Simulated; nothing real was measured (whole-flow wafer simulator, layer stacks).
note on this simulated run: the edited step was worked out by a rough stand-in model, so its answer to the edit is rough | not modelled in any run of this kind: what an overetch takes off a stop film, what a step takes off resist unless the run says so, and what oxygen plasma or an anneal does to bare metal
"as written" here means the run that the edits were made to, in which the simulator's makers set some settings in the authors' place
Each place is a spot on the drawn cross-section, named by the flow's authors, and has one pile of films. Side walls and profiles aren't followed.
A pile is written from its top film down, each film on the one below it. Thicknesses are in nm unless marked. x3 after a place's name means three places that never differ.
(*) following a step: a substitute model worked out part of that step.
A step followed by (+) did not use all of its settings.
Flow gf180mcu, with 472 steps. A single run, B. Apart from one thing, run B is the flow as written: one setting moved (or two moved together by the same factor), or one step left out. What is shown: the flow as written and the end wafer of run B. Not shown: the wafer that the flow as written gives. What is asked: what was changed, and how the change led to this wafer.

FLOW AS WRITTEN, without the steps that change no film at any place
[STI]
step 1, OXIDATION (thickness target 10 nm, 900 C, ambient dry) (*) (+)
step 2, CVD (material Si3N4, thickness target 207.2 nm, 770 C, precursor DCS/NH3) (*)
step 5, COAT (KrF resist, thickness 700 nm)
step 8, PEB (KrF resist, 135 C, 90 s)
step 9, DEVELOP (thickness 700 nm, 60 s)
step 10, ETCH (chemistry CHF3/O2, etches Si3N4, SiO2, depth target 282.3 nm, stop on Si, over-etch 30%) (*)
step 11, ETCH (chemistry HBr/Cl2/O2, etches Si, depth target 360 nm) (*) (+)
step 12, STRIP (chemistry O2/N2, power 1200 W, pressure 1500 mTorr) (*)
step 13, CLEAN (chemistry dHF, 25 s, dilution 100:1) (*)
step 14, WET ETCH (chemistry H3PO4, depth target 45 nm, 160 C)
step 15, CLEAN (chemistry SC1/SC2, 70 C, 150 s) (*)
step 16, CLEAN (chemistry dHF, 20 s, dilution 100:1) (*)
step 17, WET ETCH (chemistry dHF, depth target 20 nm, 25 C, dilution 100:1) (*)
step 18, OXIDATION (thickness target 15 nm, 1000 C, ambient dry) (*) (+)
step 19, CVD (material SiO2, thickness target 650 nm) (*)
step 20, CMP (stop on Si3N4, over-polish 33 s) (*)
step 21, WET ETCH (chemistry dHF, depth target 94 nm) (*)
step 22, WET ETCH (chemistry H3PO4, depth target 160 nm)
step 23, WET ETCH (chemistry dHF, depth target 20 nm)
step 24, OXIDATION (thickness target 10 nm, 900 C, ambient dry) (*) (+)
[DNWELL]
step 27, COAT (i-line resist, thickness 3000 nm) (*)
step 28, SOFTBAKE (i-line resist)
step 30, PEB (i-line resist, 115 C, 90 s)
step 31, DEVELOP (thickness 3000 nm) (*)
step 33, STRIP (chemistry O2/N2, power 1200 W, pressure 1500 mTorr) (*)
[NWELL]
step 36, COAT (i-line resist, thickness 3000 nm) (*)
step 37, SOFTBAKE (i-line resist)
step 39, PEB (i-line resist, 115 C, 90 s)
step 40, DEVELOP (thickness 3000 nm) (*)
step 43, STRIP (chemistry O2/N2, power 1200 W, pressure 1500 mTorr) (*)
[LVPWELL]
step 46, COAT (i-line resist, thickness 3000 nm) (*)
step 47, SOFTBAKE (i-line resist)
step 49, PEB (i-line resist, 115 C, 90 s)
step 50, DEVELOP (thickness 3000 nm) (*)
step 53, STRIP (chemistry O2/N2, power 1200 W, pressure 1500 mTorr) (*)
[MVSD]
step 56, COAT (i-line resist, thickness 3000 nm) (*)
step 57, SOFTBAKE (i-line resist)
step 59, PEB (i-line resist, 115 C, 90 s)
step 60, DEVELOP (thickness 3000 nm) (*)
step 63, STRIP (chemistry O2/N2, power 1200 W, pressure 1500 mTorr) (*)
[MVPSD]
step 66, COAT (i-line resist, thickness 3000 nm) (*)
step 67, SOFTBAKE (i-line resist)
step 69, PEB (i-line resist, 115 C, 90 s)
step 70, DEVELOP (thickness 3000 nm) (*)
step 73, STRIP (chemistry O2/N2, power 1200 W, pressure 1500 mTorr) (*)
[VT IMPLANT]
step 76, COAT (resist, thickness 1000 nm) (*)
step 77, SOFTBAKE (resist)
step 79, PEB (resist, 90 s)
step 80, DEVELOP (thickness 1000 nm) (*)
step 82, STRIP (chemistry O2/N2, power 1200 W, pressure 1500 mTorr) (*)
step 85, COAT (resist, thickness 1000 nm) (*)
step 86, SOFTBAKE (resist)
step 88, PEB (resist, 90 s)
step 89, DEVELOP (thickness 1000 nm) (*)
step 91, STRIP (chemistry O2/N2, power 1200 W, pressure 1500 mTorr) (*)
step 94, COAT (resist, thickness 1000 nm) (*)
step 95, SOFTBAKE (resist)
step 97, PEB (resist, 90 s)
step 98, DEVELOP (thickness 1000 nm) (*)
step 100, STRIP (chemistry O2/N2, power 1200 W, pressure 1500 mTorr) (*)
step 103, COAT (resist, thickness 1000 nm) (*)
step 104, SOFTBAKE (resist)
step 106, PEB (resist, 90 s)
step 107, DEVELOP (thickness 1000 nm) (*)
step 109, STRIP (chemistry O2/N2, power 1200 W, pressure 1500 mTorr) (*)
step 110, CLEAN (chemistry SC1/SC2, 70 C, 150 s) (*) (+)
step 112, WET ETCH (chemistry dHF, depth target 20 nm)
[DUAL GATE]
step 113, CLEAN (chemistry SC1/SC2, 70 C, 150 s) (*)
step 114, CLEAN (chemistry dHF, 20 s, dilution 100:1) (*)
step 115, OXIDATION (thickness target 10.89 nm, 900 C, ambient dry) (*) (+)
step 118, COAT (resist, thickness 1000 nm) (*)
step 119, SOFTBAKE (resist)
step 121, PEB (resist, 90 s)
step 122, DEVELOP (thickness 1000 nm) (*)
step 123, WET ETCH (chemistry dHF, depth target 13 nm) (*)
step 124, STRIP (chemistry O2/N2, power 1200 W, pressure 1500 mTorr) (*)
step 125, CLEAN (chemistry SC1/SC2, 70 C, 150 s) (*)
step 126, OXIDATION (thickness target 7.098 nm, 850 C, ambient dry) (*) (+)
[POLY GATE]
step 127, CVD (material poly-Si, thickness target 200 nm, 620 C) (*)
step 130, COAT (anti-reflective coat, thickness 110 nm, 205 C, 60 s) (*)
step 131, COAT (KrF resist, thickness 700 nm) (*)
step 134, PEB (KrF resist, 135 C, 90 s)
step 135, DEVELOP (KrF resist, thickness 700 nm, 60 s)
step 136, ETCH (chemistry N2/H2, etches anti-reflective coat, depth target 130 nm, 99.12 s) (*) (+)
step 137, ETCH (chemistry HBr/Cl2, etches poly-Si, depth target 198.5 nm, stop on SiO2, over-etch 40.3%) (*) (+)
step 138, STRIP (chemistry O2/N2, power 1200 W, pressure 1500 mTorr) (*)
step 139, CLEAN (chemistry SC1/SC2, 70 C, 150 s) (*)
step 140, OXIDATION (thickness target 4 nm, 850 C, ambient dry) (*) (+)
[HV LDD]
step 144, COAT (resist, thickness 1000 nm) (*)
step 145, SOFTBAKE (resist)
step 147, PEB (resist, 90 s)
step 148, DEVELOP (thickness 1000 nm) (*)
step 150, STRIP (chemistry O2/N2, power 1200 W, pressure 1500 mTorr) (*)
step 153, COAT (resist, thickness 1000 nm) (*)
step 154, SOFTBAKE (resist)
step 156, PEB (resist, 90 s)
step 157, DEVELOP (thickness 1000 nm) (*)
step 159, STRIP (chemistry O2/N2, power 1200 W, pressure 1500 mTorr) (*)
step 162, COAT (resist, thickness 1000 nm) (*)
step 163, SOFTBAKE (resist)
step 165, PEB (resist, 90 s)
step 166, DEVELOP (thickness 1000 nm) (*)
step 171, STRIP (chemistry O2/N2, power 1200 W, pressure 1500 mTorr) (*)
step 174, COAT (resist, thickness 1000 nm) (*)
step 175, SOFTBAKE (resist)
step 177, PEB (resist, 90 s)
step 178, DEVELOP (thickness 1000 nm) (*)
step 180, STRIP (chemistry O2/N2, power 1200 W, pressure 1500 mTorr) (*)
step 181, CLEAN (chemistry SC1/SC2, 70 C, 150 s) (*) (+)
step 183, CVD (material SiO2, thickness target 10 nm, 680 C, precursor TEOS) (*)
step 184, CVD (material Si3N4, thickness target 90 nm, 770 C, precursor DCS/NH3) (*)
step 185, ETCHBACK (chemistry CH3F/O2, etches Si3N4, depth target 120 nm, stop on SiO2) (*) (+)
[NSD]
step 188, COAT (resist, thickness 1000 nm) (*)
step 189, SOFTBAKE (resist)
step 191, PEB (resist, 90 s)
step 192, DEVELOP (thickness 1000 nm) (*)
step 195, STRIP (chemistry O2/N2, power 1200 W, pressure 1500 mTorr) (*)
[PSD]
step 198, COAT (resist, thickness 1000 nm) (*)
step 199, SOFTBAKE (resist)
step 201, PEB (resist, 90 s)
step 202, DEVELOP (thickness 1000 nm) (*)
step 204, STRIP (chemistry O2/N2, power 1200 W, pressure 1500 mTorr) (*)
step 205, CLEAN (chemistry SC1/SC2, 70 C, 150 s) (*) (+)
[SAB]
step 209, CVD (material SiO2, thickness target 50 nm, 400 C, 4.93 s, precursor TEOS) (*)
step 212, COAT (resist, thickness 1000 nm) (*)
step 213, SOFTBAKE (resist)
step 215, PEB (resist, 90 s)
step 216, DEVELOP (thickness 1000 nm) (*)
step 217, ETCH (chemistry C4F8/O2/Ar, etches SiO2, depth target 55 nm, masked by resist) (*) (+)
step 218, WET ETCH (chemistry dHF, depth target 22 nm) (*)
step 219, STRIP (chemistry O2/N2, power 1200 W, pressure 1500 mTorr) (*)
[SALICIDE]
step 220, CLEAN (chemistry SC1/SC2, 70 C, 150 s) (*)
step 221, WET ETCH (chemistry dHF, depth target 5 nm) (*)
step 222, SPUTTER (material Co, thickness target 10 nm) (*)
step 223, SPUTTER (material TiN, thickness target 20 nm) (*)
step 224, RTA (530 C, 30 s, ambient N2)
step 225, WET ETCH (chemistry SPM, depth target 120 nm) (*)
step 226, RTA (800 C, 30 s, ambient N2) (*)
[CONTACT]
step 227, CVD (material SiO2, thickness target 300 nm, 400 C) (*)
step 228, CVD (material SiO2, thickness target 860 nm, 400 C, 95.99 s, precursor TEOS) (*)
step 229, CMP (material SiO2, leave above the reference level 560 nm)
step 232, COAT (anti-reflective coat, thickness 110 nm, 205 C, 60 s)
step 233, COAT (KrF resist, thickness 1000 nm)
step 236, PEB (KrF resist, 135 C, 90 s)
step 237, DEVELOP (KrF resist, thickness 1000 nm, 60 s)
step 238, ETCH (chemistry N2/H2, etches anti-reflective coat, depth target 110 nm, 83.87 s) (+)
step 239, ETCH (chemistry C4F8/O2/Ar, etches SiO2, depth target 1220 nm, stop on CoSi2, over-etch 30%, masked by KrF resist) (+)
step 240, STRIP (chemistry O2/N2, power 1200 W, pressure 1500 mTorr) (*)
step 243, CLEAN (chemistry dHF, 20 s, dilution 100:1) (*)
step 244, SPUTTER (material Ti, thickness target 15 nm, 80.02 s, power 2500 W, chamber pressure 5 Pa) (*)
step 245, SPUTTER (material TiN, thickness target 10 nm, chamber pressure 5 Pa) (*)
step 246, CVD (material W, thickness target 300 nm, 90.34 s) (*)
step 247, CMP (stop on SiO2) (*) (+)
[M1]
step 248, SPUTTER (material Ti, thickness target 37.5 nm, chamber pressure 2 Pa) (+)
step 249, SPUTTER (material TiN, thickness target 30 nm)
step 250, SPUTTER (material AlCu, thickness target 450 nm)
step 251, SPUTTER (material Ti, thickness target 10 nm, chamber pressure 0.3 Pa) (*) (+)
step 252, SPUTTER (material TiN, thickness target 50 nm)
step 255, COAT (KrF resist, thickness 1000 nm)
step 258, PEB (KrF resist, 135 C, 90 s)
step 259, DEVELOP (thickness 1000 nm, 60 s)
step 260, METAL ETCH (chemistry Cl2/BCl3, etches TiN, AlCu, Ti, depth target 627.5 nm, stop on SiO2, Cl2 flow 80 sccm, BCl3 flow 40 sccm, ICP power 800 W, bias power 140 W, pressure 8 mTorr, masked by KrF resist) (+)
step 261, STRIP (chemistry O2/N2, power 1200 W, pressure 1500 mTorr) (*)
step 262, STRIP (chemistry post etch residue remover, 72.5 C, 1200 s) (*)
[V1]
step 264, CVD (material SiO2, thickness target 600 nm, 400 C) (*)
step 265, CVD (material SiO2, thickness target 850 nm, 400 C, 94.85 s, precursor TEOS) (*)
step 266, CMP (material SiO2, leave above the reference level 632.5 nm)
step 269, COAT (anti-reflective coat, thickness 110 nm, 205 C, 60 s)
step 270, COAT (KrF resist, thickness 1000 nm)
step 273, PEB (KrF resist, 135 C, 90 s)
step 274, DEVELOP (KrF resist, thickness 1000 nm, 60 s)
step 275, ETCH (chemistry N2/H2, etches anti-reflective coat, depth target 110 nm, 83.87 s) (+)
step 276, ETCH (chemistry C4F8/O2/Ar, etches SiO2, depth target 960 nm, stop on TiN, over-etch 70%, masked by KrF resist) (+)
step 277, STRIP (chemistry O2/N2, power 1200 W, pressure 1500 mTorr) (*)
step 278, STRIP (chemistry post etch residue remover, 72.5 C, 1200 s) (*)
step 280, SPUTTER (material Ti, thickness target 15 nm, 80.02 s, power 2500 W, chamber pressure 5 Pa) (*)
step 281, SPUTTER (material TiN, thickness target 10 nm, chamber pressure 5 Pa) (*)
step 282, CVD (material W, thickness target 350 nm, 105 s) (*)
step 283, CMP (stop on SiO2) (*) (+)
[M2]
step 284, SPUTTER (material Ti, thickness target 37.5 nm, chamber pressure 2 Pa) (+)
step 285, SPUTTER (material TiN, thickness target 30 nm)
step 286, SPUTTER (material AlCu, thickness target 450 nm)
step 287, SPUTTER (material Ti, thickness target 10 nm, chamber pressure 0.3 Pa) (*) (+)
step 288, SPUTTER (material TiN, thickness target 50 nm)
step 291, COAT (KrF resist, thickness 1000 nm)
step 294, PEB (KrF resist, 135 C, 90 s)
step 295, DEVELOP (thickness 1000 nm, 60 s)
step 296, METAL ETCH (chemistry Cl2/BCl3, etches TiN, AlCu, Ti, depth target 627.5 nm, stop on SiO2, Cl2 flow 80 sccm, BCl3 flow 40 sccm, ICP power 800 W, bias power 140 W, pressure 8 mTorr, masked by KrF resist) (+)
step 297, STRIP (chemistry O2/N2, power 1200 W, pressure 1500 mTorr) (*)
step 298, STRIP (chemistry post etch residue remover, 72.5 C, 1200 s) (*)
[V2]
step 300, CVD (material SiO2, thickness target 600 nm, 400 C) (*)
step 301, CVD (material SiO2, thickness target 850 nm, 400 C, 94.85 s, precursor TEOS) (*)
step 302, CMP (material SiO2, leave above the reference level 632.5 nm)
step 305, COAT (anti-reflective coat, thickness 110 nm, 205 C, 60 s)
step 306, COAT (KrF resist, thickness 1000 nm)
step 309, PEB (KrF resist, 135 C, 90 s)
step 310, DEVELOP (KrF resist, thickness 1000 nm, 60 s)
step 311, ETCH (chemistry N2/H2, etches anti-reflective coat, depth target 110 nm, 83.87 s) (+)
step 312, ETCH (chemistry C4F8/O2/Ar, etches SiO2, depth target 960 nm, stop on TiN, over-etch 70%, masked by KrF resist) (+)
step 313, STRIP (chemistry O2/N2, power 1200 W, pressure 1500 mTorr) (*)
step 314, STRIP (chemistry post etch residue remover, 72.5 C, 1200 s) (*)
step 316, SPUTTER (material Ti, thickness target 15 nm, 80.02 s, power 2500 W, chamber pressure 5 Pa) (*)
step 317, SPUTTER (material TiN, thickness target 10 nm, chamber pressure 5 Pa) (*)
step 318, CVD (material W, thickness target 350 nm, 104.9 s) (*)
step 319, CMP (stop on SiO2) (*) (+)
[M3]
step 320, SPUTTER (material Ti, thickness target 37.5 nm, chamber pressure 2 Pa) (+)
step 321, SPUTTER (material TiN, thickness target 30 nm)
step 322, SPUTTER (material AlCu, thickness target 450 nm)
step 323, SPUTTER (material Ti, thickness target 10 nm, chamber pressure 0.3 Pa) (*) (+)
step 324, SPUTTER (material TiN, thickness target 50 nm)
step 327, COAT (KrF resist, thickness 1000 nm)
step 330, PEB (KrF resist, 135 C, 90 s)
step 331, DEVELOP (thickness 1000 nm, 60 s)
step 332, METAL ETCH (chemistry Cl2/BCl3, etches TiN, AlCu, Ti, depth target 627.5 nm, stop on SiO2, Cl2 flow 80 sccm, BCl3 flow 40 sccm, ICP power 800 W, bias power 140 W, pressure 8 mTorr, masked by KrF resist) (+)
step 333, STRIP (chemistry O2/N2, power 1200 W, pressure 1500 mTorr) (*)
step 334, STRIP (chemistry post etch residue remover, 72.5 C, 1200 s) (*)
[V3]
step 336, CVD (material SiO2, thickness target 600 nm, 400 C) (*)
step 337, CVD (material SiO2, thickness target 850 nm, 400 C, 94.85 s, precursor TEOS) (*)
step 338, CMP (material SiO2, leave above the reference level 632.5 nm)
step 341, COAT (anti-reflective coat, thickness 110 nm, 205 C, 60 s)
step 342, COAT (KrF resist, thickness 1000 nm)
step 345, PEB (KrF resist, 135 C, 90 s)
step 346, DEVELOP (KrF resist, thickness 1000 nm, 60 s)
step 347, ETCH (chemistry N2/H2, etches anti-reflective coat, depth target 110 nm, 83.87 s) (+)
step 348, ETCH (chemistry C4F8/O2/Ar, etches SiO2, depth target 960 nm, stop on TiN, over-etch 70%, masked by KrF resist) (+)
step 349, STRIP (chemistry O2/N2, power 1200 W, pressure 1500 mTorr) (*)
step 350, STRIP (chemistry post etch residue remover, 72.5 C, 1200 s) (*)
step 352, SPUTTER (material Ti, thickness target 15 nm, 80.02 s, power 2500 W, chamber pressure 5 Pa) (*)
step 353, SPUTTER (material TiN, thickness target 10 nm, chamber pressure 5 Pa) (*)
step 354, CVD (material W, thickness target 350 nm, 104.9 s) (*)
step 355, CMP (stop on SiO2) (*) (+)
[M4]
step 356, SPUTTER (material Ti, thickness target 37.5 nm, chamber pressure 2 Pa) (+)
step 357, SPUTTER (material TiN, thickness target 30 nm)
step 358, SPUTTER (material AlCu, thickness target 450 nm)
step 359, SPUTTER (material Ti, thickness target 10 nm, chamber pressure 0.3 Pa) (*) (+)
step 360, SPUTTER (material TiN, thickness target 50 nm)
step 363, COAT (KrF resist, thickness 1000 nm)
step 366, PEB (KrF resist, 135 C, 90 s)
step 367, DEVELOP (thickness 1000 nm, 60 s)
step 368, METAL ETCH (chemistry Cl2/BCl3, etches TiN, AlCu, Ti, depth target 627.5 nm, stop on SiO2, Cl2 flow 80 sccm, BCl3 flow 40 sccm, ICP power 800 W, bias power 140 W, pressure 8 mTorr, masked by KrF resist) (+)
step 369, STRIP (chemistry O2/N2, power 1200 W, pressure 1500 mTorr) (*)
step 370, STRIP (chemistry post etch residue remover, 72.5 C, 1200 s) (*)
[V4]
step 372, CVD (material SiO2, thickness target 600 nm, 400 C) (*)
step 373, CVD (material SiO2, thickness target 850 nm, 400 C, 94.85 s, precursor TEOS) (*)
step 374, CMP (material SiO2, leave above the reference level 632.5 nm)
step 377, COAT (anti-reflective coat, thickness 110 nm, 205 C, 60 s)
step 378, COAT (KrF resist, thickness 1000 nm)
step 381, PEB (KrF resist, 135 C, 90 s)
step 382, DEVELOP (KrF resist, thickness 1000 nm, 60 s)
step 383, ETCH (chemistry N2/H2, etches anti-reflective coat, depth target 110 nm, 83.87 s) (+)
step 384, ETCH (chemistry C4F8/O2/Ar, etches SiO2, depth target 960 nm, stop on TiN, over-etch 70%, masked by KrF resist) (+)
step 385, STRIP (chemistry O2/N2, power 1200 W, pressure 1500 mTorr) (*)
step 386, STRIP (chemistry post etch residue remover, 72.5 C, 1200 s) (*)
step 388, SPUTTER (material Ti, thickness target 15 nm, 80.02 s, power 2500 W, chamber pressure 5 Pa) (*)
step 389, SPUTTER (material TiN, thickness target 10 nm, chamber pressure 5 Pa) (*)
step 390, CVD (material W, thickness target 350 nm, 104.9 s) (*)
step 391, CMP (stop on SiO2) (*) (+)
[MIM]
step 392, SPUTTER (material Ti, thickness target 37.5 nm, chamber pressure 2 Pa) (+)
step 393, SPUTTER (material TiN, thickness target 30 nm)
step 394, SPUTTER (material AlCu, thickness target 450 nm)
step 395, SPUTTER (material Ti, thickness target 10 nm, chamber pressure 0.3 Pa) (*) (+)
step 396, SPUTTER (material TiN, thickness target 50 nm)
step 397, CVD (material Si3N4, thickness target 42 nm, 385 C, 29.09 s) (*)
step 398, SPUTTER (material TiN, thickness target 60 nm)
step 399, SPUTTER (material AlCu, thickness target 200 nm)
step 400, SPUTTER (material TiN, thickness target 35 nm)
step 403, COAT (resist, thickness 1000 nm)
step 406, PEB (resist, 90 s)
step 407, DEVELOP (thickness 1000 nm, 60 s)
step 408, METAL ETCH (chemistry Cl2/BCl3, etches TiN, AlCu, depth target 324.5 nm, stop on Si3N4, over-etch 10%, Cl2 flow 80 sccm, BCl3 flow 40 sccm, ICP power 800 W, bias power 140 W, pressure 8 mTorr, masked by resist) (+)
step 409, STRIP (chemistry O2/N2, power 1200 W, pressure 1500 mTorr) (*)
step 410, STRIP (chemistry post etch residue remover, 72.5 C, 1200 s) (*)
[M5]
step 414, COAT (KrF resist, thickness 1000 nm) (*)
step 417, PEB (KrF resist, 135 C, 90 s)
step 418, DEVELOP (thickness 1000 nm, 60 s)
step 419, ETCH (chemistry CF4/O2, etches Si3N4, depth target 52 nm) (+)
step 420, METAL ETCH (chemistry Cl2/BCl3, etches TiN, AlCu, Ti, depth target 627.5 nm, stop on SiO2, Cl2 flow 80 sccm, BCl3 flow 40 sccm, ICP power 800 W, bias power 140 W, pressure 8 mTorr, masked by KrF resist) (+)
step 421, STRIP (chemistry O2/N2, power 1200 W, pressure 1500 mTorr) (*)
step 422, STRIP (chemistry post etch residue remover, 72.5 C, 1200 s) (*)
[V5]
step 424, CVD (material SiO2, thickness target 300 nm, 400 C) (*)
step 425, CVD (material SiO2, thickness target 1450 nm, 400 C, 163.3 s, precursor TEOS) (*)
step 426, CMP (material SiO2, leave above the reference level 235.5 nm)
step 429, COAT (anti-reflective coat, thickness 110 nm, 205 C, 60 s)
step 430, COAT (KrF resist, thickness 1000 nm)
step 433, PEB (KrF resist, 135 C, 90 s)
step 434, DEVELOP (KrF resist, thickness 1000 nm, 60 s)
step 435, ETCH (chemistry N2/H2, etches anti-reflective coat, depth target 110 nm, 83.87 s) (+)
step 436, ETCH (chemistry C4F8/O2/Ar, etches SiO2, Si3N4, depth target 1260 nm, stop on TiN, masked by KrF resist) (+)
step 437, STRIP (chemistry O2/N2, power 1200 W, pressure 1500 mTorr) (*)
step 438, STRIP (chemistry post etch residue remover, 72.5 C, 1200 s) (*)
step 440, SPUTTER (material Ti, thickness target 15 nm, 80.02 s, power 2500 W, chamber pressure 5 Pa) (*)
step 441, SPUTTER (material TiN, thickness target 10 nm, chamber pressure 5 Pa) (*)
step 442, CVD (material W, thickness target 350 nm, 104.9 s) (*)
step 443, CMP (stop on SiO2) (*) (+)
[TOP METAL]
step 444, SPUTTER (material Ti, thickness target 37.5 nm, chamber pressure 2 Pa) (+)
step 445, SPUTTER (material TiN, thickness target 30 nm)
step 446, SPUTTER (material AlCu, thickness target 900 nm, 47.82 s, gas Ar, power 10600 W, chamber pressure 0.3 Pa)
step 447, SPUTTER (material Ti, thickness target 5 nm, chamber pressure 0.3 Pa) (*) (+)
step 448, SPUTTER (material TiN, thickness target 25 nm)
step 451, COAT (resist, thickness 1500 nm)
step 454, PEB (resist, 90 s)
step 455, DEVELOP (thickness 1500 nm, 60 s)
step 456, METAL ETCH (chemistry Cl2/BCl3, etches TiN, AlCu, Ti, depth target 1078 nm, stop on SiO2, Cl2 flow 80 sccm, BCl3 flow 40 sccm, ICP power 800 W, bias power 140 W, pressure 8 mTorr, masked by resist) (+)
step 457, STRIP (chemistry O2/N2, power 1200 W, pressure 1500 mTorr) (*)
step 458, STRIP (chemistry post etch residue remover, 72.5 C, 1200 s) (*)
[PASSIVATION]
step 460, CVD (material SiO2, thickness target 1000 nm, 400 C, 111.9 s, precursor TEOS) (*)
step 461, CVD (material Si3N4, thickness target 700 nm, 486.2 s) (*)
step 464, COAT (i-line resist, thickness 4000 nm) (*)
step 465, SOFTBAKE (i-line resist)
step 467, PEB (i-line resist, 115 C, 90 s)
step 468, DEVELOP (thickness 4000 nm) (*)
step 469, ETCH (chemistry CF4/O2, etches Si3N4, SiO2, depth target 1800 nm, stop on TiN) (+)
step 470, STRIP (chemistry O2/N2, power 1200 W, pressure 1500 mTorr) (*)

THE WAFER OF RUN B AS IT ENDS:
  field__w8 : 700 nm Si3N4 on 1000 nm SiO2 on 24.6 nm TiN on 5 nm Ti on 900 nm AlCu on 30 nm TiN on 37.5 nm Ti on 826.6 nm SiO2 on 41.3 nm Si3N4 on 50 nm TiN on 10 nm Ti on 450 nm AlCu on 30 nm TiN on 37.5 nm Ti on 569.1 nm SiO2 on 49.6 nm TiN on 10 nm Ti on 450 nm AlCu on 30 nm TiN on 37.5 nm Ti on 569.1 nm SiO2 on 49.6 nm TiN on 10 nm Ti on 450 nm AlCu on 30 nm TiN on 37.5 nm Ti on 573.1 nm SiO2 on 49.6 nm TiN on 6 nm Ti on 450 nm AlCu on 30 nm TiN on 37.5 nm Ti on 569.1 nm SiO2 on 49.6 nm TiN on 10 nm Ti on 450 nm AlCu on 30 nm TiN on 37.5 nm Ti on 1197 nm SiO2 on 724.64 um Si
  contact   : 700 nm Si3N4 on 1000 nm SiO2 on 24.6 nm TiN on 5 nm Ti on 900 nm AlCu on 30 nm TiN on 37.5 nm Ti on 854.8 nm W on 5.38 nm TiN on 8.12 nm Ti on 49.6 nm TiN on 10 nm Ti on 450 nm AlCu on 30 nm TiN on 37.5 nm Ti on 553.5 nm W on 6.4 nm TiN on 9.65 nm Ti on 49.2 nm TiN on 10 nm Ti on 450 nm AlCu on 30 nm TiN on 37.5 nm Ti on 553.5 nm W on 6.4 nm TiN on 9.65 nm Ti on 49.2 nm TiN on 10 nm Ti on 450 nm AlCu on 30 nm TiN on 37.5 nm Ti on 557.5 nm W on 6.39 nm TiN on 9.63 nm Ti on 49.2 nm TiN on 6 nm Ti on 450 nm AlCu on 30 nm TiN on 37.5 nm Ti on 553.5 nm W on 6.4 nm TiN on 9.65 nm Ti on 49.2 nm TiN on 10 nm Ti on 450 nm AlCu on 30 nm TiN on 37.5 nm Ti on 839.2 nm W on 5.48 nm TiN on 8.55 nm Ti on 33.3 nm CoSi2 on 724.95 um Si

Cause: step 287, SPUTTER: thickness target 6 nm was run, whereas the flow has thickness target 10 nm.
One can read it off the wafer: field__w8 has Ti 6, and step 287 as written asks for 10 nm.

The path from the change to this, step by step:
  step 287, SPUTTER (material Ti, thickness target 10 nm, chamber pressure 0.3 Pa) (*) (+)
      field, field__w1, field__w2 and 108 more: Ti gains 6 (new film) (in the flow as written it would be: Ti gains 10 (new film))
  step 296, METAL ETCH (chemistry Cl2/BCl3, etches TiN, AlCu, Ti, depth target 627.5 nm, stop on SiO2, Cl2 flow 80 sccm, BCl3 flow 40 sccm, ICP power 800 W, bias power 140 W, pressure 8 mTorr, masked by KrF resist) (+)
      field, field__w1, field__w2 and 103 more: TiN loses 50 (all of it), Ti loses 6 (all of it), AlCu loses 450 (all of it), TiN loses 30 (all of it), Ti loses 37.5 (all of it) (in the flow as written it would be: TiN loses 50 (all of it), Ti loses 10 (all of it), AlCu loses 450 (all of it), TiN loses 30 (all of it), Ti loses 37.5 (all of it))
